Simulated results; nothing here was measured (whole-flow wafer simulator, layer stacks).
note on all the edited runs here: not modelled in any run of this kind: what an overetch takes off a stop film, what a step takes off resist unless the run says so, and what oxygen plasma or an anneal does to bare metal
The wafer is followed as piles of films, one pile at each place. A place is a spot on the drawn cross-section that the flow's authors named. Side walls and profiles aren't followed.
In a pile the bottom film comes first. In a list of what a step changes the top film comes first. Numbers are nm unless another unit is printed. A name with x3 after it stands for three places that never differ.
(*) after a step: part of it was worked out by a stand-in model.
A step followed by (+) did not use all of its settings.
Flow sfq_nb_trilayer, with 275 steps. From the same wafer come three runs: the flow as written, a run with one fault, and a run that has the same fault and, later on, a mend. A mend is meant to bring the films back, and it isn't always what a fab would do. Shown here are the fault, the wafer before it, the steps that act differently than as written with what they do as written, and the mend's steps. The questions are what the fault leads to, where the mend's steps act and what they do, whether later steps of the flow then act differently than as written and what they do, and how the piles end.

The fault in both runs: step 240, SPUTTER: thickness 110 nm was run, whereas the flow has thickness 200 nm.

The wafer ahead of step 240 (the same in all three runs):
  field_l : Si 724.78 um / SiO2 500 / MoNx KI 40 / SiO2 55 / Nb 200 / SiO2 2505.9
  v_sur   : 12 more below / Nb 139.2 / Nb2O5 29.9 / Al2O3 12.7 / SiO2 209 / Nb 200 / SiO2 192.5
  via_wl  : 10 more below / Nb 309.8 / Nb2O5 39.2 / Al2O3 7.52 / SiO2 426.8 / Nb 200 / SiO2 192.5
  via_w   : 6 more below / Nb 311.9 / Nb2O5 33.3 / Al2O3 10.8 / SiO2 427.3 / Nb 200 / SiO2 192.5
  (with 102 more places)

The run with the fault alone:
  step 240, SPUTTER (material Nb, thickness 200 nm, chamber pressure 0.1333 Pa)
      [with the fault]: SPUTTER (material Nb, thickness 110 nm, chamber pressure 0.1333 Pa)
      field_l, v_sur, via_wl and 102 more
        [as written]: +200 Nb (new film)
        [with the fault]: +110 Nb (new film)
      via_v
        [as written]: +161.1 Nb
        [with the fault]: +88.5 Nb
  Steps later in the flow that act otherwise than as written (3 other steps are not shown; they differ only slightly, by no more than 2% or 0.5 nm, whichever is larger):
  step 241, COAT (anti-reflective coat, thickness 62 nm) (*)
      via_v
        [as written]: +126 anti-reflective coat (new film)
        [with the fault]: +121 anti-reflective coat (new film)
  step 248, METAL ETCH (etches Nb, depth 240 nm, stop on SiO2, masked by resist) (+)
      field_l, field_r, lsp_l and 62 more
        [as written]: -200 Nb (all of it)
        [with the fault]: -110 Nb (all of it)
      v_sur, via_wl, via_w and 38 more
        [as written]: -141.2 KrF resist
        [with the fault]: -97.1 KrF resist
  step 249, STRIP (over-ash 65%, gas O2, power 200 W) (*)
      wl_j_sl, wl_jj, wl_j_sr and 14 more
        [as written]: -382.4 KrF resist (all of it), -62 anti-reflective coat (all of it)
        [with the fault]: -426.5 KrF resist (all of it), -62 anti-reflective coat (all of it)
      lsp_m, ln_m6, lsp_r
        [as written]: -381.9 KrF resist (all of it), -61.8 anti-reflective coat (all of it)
        [with the fault]: -426.1 KrF resist (all of it), -61.8 anti-reflective coat (all of it)
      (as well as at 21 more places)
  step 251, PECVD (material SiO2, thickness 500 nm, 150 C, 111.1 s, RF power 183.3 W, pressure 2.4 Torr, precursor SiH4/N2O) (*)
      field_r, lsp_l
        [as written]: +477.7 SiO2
        [with the fault]: +487.7 SiO2
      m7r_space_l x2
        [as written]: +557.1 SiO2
        [with the fault]: +500 SiO2
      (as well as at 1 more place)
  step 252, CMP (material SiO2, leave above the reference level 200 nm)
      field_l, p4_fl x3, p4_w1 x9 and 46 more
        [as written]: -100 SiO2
        [with the fault]: -190 SiO2
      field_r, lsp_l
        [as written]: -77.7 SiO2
        [with the fault]: -177.7 SiO2
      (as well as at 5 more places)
  At field_l, v_sur, via_wl and 103 more, the piles at the end differ from the flow's by more than 2% or 0.5 nm, whichever is larger.
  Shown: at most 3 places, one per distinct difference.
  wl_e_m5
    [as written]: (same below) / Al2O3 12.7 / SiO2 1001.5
    [with the fault]: (same below) / Al2O3 12.7 / SiO2 911.5
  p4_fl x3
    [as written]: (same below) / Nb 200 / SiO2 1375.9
    [with the fault]: (same below) / Nb 200 / SiO2 1285.9
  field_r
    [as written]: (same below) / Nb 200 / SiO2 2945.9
    [with the fault]: (same below) / Nb 200 / SiO2 2855.9

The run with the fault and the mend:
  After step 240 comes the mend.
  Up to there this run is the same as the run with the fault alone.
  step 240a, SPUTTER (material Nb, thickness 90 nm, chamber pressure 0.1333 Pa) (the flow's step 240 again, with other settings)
      field_l, v_sur, via_wl and 102 more
        +90 Nb
      via_v
        +69.5 Nb
  None of the later steps of the flow differs from how it acts as written, at any place that is followed, by more than 2% or 0.5 nm, whichever is larger.
  At the end the piles are close to the flow's at the places that both follow, differing by at most 2% or 0.5 nm, whichever is larger.
